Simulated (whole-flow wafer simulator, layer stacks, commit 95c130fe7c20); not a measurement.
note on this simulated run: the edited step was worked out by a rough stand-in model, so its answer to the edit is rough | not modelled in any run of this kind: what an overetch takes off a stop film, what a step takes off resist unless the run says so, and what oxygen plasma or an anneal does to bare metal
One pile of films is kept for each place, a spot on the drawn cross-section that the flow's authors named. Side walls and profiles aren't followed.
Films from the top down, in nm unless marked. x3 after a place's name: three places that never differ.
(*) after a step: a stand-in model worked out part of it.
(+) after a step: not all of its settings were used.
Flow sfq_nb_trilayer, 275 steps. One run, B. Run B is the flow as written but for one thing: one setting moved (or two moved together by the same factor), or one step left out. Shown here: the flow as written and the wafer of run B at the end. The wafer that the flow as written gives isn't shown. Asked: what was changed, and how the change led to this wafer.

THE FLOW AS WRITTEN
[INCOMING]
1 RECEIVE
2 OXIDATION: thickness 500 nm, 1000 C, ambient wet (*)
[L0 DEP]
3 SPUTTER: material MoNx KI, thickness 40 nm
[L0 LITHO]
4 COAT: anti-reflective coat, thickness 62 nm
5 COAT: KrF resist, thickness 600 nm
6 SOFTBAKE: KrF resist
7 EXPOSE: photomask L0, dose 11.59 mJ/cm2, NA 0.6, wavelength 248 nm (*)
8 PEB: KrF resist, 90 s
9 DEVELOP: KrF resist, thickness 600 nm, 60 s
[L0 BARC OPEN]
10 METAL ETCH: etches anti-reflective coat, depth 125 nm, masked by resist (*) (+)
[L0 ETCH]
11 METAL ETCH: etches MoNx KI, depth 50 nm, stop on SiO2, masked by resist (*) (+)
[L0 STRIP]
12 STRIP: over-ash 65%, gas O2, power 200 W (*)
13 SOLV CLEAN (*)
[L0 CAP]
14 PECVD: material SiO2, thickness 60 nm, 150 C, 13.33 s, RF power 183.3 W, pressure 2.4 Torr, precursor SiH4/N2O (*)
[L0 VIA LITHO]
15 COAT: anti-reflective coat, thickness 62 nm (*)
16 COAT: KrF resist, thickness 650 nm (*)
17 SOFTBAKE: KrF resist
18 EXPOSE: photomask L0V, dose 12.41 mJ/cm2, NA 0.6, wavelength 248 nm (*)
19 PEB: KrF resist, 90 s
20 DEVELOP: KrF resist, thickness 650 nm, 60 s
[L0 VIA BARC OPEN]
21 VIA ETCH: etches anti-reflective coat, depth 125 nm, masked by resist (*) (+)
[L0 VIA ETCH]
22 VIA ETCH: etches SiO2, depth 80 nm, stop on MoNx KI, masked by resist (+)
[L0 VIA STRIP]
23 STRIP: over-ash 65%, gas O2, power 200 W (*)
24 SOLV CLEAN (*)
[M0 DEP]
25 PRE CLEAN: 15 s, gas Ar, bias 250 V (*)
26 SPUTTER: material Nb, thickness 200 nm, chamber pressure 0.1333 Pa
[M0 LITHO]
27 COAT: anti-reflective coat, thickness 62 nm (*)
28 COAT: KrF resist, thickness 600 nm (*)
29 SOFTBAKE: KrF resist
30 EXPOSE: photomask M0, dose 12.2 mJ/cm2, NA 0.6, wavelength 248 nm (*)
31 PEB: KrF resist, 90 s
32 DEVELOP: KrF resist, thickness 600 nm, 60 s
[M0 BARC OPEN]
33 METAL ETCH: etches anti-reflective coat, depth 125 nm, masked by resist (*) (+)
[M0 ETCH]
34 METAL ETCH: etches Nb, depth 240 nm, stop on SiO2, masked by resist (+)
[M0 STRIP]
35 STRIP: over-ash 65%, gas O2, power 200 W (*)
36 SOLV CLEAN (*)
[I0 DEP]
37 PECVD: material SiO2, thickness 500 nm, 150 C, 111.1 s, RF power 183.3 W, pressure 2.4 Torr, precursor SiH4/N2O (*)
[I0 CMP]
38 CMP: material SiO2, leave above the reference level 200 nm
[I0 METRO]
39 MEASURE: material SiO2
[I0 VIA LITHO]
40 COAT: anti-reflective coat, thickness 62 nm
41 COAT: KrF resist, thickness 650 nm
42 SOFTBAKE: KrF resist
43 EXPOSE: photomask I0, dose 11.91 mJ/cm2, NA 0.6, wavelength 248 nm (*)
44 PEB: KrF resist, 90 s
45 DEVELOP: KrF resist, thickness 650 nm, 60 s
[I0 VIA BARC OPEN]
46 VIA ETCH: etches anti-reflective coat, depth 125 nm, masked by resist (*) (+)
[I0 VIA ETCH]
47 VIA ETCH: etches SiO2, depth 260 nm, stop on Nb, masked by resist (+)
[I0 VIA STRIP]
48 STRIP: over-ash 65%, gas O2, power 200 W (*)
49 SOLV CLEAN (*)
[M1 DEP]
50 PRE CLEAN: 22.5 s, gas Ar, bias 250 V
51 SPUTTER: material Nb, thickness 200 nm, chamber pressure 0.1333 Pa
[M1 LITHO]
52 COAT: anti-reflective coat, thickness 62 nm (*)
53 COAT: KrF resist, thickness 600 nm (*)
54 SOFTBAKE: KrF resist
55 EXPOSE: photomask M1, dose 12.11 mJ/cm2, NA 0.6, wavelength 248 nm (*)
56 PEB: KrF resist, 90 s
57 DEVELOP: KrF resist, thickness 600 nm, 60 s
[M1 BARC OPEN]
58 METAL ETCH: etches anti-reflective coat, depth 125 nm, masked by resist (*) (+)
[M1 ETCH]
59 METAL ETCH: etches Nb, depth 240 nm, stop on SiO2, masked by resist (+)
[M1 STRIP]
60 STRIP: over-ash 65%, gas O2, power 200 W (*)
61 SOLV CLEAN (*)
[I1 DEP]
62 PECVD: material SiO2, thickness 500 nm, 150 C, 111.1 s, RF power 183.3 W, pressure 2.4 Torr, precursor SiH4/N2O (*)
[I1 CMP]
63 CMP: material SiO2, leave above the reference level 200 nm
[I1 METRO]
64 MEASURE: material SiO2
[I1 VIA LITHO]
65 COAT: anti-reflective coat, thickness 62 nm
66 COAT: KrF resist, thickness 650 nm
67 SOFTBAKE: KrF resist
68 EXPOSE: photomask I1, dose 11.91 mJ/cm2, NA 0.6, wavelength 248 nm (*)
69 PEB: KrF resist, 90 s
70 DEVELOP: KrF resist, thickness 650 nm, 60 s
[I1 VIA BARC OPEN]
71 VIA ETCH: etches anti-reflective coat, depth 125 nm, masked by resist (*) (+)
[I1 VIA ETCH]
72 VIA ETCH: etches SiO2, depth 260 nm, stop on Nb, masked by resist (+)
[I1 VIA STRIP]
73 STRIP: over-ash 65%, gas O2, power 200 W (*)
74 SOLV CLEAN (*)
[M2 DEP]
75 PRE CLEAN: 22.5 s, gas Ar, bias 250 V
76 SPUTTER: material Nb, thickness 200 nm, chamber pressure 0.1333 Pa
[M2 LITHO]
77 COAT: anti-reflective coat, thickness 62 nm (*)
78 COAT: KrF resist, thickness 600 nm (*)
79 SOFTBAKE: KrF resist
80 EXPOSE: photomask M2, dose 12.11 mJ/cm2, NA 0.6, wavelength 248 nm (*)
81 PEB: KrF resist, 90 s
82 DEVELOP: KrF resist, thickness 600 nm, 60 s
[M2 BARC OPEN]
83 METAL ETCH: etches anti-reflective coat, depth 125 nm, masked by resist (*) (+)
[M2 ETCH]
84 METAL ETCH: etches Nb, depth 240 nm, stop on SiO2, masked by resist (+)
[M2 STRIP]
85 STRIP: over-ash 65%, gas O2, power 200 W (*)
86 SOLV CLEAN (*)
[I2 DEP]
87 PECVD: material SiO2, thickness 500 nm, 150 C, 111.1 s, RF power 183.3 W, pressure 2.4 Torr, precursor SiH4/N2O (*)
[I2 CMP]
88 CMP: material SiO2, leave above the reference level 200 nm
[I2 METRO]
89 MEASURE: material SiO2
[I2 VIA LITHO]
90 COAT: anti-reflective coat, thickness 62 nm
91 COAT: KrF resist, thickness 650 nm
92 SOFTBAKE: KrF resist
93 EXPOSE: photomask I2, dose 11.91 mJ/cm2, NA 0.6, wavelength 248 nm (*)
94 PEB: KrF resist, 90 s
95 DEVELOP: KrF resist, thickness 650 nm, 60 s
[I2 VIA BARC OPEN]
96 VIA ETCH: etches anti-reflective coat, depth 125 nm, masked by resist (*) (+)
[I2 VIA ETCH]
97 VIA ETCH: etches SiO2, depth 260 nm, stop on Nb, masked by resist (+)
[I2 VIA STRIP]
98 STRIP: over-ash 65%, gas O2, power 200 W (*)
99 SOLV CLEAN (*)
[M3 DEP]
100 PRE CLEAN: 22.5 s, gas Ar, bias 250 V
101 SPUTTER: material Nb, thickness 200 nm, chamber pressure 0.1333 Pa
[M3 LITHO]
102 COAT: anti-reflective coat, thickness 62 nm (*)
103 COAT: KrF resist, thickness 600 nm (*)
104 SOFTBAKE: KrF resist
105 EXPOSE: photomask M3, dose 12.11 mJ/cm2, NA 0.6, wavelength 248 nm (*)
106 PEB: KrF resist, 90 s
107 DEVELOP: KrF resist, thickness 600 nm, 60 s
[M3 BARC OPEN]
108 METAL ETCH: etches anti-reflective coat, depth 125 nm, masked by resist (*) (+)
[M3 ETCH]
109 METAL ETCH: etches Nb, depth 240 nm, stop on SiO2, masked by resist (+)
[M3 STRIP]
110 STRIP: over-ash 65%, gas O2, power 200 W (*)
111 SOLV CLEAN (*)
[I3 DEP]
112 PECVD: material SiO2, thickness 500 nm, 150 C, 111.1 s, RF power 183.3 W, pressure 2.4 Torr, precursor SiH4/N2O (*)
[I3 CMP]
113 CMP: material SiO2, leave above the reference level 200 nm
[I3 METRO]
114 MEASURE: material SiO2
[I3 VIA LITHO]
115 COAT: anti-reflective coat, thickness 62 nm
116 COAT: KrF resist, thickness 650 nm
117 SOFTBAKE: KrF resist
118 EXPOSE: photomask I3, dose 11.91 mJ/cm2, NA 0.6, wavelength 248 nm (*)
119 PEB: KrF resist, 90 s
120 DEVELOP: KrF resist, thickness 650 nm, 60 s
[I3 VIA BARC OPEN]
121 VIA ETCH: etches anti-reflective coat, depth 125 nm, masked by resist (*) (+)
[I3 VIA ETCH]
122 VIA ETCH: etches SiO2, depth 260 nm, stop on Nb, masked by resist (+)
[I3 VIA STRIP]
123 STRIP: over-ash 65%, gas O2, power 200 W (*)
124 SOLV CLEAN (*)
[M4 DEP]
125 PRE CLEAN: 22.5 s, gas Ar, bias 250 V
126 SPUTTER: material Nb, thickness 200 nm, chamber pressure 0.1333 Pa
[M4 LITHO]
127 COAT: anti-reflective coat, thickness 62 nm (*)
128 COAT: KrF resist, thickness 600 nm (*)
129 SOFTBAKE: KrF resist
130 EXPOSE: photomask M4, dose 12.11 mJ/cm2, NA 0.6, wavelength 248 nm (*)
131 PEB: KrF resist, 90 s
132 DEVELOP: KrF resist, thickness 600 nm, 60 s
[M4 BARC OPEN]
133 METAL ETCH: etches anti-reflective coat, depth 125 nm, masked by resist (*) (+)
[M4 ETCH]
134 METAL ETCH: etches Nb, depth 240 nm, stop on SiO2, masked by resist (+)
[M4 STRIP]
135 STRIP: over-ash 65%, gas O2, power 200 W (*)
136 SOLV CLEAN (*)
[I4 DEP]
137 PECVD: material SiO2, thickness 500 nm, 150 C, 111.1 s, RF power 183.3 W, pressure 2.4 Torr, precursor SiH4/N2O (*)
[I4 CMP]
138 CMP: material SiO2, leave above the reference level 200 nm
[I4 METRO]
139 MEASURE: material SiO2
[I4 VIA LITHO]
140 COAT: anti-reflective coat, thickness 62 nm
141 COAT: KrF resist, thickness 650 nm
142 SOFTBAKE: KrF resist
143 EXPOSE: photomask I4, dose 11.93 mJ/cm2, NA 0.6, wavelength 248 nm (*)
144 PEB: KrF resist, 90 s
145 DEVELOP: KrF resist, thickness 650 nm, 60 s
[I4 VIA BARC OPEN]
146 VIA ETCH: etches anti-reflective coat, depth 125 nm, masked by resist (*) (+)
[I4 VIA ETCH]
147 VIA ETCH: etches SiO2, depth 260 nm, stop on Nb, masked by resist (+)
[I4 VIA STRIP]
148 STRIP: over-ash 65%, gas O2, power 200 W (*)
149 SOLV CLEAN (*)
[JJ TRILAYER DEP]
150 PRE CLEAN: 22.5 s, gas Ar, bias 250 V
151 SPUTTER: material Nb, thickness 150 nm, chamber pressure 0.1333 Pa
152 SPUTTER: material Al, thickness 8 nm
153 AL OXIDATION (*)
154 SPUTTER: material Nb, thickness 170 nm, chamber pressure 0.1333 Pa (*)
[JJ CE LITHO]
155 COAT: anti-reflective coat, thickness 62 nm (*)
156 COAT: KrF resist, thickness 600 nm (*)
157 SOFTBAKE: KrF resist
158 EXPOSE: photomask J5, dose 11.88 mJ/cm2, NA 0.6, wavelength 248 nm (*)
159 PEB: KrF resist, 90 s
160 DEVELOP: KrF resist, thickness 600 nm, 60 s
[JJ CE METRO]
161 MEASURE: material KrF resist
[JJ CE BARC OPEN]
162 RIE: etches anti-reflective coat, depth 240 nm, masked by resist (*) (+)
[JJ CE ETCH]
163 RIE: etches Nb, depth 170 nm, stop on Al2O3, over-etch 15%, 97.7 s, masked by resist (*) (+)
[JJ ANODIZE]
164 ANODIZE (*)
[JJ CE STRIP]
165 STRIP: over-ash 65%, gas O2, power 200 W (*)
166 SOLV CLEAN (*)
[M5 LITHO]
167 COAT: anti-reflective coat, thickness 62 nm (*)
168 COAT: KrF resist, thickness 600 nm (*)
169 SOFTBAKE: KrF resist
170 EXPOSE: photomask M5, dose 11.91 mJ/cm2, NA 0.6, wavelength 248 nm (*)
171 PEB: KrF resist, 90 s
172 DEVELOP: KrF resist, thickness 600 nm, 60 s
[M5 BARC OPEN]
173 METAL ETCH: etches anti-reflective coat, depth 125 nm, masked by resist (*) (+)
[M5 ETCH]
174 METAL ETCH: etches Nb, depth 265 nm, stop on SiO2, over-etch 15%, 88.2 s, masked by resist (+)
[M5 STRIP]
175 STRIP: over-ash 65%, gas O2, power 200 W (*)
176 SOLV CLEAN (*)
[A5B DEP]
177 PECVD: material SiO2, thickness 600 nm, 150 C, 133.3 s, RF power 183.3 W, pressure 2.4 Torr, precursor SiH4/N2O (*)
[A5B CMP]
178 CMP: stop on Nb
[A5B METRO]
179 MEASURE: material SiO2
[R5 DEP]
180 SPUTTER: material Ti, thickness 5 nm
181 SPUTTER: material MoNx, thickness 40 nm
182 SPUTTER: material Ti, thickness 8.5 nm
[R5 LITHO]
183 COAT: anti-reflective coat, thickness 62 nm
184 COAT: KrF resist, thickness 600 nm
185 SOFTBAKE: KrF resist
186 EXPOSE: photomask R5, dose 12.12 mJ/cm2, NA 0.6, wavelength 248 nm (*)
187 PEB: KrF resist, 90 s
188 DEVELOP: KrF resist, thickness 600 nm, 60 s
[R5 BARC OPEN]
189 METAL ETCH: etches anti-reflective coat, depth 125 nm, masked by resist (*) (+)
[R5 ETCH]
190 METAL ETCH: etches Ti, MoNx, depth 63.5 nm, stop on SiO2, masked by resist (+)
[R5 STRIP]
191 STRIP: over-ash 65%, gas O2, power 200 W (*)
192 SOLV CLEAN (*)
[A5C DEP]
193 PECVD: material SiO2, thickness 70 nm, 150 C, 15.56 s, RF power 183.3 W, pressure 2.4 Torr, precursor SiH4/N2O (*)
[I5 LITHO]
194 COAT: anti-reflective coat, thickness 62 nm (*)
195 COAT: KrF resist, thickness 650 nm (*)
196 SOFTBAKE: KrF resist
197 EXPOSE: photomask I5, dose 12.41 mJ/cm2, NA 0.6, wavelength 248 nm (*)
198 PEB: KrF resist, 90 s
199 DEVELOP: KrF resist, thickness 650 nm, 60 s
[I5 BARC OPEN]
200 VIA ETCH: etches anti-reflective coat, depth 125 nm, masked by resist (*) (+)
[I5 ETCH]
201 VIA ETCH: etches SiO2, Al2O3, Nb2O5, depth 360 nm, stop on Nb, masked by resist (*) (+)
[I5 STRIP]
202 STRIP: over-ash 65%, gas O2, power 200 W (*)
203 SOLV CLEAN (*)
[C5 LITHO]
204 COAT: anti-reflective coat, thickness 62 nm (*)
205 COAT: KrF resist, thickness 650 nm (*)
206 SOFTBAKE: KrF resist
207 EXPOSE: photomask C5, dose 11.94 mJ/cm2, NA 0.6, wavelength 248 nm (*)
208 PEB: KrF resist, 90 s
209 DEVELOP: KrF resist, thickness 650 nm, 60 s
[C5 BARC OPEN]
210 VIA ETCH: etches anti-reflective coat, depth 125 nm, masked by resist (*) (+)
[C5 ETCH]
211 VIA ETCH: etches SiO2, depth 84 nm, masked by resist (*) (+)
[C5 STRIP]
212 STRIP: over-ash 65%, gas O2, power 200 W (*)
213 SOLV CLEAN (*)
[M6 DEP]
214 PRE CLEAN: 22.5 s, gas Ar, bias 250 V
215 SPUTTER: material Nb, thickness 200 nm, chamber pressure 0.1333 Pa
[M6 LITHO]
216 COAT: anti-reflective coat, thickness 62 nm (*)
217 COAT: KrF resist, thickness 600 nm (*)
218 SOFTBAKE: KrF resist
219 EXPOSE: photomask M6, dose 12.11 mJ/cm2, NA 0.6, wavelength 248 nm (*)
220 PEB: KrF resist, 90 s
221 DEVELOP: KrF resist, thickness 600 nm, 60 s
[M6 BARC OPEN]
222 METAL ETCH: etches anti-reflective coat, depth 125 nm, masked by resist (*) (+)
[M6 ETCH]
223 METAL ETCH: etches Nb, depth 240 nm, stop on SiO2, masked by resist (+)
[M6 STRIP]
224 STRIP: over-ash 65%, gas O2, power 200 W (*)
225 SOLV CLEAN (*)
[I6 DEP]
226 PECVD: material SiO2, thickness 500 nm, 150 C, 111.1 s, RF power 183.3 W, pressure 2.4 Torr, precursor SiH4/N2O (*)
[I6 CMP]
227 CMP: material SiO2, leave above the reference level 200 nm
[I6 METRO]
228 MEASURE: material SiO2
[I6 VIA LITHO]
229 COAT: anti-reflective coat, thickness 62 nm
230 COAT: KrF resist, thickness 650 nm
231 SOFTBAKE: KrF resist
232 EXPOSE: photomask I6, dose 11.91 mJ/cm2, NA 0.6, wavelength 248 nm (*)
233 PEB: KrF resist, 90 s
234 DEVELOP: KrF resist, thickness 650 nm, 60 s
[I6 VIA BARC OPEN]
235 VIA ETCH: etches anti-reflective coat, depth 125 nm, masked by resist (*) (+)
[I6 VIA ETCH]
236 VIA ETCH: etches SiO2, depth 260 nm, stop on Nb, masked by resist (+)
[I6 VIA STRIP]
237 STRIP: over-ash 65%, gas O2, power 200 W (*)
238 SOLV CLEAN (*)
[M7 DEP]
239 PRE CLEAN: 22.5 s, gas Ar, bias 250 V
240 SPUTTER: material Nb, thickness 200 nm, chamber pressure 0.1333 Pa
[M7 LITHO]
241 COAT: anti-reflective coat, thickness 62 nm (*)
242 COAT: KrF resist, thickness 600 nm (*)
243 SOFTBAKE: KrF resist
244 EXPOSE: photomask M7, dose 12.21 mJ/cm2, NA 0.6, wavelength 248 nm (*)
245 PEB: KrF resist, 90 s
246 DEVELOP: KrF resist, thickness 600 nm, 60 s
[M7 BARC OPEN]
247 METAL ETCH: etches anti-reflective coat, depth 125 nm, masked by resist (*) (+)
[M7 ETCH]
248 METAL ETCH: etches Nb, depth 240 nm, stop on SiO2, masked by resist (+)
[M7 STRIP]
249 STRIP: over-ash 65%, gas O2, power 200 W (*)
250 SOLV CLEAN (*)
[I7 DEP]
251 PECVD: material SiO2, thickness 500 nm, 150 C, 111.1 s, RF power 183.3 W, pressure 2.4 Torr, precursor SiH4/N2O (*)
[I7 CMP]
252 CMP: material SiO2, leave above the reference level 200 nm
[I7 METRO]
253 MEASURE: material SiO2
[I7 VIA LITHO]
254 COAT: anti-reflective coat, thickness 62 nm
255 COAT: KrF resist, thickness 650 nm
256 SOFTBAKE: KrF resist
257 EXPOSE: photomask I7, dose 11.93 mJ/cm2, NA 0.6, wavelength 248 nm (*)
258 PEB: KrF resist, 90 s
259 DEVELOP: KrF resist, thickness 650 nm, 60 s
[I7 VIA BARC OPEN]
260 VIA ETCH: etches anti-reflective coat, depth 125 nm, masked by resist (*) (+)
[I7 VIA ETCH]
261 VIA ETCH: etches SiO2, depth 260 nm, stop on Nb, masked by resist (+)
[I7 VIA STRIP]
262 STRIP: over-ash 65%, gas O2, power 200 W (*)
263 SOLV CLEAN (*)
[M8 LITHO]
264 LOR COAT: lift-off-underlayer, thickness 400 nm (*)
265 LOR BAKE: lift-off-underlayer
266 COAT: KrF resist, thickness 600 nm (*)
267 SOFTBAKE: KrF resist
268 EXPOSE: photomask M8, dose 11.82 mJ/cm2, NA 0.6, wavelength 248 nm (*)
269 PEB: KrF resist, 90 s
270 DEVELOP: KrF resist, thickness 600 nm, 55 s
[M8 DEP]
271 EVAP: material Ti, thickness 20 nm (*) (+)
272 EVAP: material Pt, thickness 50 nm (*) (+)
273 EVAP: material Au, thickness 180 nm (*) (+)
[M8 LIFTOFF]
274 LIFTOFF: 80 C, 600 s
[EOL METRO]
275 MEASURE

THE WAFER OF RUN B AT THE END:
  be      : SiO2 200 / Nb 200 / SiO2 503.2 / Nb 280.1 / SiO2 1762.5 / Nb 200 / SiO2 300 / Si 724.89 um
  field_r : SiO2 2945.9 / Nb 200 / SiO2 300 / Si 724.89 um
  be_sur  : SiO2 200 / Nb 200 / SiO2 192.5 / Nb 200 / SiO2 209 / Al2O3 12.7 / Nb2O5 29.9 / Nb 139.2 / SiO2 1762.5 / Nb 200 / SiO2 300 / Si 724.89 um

The cause: step 2, OXIDATION: thickness 245 nm was run, where the flow has thickness 500 nm.

How the change led to this, step by step:
  2 OXIDATION: thickness 500 nm, 1000 C, ambient wet (*)
      field_l, v_sur, via_wl and 103 more: SiO2 +245 (new film), chemical SiO2 -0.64 (all of it), Si -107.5 (as written it would be: SiO2 +500 (new film), chemical SiO2 -0.64 (all of it), Si -219.7)
